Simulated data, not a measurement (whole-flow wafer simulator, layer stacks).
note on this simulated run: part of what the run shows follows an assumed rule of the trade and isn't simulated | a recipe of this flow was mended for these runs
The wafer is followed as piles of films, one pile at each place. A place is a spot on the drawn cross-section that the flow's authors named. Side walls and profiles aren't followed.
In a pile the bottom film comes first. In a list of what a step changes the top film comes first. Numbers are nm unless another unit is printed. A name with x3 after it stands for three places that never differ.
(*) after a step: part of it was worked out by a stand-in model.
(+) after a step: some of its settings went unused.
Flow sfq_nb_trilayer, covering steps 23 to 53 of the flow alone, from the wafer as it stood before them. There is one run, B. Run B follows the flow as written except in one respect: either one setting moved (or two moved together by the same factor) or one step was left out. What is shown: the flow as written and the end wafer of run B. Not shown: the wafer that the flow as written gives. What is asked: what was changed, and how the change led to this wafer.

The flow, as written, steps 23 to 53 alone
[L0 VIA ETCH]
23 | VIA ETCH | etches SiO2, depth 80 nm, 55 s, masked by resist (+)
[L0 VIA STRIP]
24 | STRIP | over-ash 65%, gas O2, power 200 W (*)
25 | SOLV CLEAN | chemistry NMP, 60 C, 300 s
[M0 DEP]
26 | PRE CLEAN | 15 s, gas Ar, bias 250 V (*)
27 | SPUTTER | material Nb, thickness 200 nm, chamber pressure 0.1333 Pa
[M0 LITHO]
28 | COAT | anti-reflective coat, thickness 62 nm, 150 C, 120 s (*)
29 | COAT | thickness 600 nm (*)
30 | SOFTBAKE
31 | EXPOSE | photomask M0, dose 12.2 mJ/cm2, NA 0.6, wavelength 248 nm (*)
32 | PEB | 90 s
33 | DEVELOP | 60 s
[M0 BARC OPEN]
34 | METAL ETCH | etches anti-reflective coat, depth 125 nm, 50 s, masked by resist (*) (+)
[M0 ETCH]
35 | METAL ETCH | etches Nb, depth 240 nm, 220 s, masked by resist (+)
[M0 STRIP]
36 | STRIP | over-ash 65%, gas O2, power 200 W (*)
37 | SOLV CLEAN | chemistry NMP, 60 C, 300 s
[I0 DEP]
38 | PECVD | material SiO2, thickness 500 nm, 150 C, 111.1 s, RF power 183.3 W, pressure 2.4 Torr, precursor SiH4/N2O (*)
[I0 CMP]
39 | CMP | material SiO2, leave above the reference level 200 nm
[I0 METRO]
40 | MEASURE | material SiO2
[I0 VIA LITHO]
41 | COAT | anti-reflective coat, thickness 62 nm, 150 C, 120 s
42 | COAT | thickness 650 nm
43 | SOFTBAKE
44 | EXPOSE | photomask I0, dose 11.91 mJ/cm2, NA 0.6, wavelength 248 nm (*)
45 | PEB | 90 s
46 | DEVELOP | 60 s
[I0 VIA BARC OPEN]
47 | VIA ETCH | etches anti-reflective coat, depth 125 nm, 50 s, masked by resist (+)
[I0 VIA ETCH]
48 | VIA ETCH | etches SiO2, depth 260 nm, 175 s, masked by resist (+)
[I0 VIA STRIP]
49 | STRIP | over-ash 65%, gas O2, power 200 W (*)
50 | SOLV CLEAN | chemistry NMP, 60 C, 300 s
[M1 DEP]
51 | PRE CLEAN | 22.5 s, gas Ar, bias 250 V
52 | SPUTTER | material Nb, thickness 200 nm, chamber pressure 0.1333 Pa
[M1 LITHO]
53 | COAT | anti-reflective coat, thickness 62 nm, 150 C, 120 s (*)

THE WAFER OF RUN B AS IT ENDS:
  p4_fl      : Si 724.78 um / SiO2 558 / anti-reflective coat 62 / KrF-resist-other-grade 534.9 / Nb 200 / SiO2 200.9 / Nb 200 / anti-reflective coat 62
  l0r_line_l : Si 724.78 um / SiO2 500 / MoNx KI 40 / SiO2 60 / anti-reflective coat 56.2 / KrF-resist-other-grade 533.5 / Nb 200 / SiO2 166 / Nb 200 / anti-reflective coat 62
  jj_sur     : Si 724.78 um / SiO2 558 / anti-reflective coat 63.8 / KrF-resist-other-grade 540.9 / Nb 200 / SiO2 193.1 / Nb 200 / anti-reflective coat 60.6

The reason: step 24, STRIP: over-ash 65%, gas O2, power 200 W (*), was not run.

Step by step, how the change led to this:
  26 | PRE CLEAN | 15 s, gas Ar, bias 250 V (*)
      field_l, v_sur, via_wl and 102 more: KrF-resist-other-grade loses 7 (in the flow as written it would be: SiO2 loses 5)
  27 | SPUTTER | material Nb, thickness 200 nm, chamber pressure 0.1333 Pa
      l0v: Nb gains 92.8 (new film) (in the flow as written it would be: Nb gains 195.4 (new film))
  28 | COAT | anti-reflective coat, thickness 62 nm, 150 C, 120 s (*)
      wl_g_sr, m0r_space_l, m0r_space_r, r5r_line_c, m6r_space_l x4: anti-reflective coat gains 63.8 (new film) (in the flow as written it would be: anti-reflective coat gains 62 (new film))
      be_sur, gap, jj_sur, ce_l, c5j: anti-reflective coat gains 61.9 (new film) (in the flow as written it would be: anti-reflective coat gains 63.7 (new film))
      (as well as at 36 more places)
  29 | COAT | thickness 600 nm (*)
      lsp_m: KrF-resist-other-grade gains 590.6 (new film) (in the flow as written it would be: KrF-resist-other-grade gains 607.3 (new film))
      ln_m6: KrF-resist-other-grade gains 577.9 (new film) (in the flow as written it would be: KrF-resist-other-grade gains 605.3 (new film))
      (as well as at 3 more places)
  32 | PEB | 90 s
      l0v: KrF-resist-other-grade loses 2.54 (in the flow as written it would be: KrF-resist-other-grade loses 1.27)
  34 | METAL ETCH | etches anti-reflective coat, depth 125 nm, 50 s, masked by resist (*) (+)
      m0r_space_l, m0r_space_r: anti-reflective coat loses 63.8 (all of it) (in the flow as written it would be: anti-reflective coat loses 62 (all of it))
      moat: anti-reflective coat loses 61.5 (all of it) (in the flow as written it would be: anti-reflective coat loses 63.8 (all of it))
  35 | METAL ETCH | etches Nb, depth 240 nm, 220 s, masked by resist (+)
      moat, m0r_space_l, m0r_space_r: Nb loses 200 (all of it), KrF-resist-other-grade loses 40 (in the flow as written it would be: Nb loses 200 (all of it), SiO2 loses 4)
  36 | STRIP | over-ash 65%, gas O2, power 200 W (*)
      m0r_space_l, m0r_space_r: KrF-resist-other-grade loses 494.9 (all of it), anti-reflective coat loses 62 (all of it) (in the flow as written it would be: nothing)
      moat: KrF-resist-other-grade loses 501.1 (all of it), anti-reflective coat loses 63.9 (all of it) (in the flow as written it would be: nothing)
      (as well as at 47 more places)
  38 | PECVD | material SiO2, thickness 500 nm, 150 C, 111.1 s, RF power 183.3 W, pressure 2.4 Torr, precursor SiH4/N2O (*)
      l0v: SiO2 gains 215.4 (new film), void gains 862 (new film), SiO2 gains 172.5 (new film) (in the flow as written it would be: SiO2 gains 500 (new film))
      m0r_space_l, m0r_space_r: SiO2 gains 500 (in the flow as written it would be: SiO2 gains 561.1)
      (as well as at 1 more place)
  39 | CMP | material SiO2, leave above the reference level 200 nm
      moat, m0r_space_l, m0r_space_r: nothing (in the flow as written it would be: SiO2 loses 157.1)
      l0v: SiO2 loses 215.4 (all of it), void loses 862 (all of it) (in the flow as written it would be: SiO2 loses 277.4)
      (as well as at 80 more places)
  41 | COAT | anti-reflective coat, thickness 62 nm, 150 C, 120 s
      c5j, ce_r, sp_r, be_r, res: anti-reflective coat gains 60.6 (new film) (in the flow as written it would be: anti-reflective coat gains 62 (new film))
      jj_sur, ce_l: anti-reflective coat gains 60.7 (new film) (in the flow as written it would be: anti-reflective coat gains 62 (new film))
      (as well as at 14 more places)
  42 | COAT | thickness 650 nm
      m0r_line_l x2: KrF-resist-other-grade gains 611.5 (new film) (in the flow as written it would be: KrF-resist-other-grade gains 650 (new film))
      m0r_space_l, m0r_space_r: KrF-resist-other-grade gains 991.9 (new film) (in the flow as written it would be: KrF-resist-other-grade gains 650 (new film))
      (as well as at 8 more places)
  45 | PEB | 90 s
      m0r_space_l, m0r_space_r: KrF-resist-other-grade loses 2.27 (in the flow as written it would be: KrF-resist-other-grade loses 1.38)
      moat: KrF-resist-other-grade loses 2.73 (in the flow as written it would be: KrF-resist-other-grade loses 1.38)
      (as well as at 1 more place)
  48 | VIA ETCH | etches SiO2, depth 260 nm, 175 s, masked by resist (+)
      via_w: SiO2 loses 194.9 (all of it), Nb loses 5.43 (in the flow as written it would be: SiO2 loses 199.7 (all of it), Nb loses 5.03)
  49 | STRIP | over-ash 65%, gas O2, power 200 W (*)
      m0r_line_l x2: KrF-resist-other-grade loses 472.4 (all of it), anti-reflective coat loses 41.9 (all of it) (in the flow as written it would be: KrF-resist-other-grade loses 510.8 (all of it), anti-reflective coat loses 62 (all of it))
      m0r_space_l, m0r_space_r: KrF-resist-other-grade loses 851.8 (all of it), anti-reflective coat loses 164 (all of it) (in the flow as written it would be: KrF-resist-other-grade loses 510.8 (all of it), anti-reflective coat loses 62 (all of it))
      (as well as at 17 more places)
  52 | SPUTTER | material Nb, thickness 200 nm, chamber pressure 0.1333 Pa
      m0r_space_l, m0r_space_r: Nb gains 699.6 (new film) (in the flow as written it would be: Nb gains 200 (new film))
      moat: Nb gains 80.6 (new film) (in the flow as written it would be: Nb gains 200 (new film))
      (as well as at 1 more place)
  53 | COAT | anti-reflective coat, thickness 62 nm, 150 C, 120 s (*)
      c5j, ce_r, sp_r: anti-reflective coat gains 60.5 (new film) (in the flow as written it would be: anti-reflective coat gains 62.2 (new film))
      jj_sur, ce_l: anti-reflective coat gains 60.6 (new film) (in the flow as written it would be: anti-reflective coat gains 62.2 (new film))
      (as well as at 25 more places)
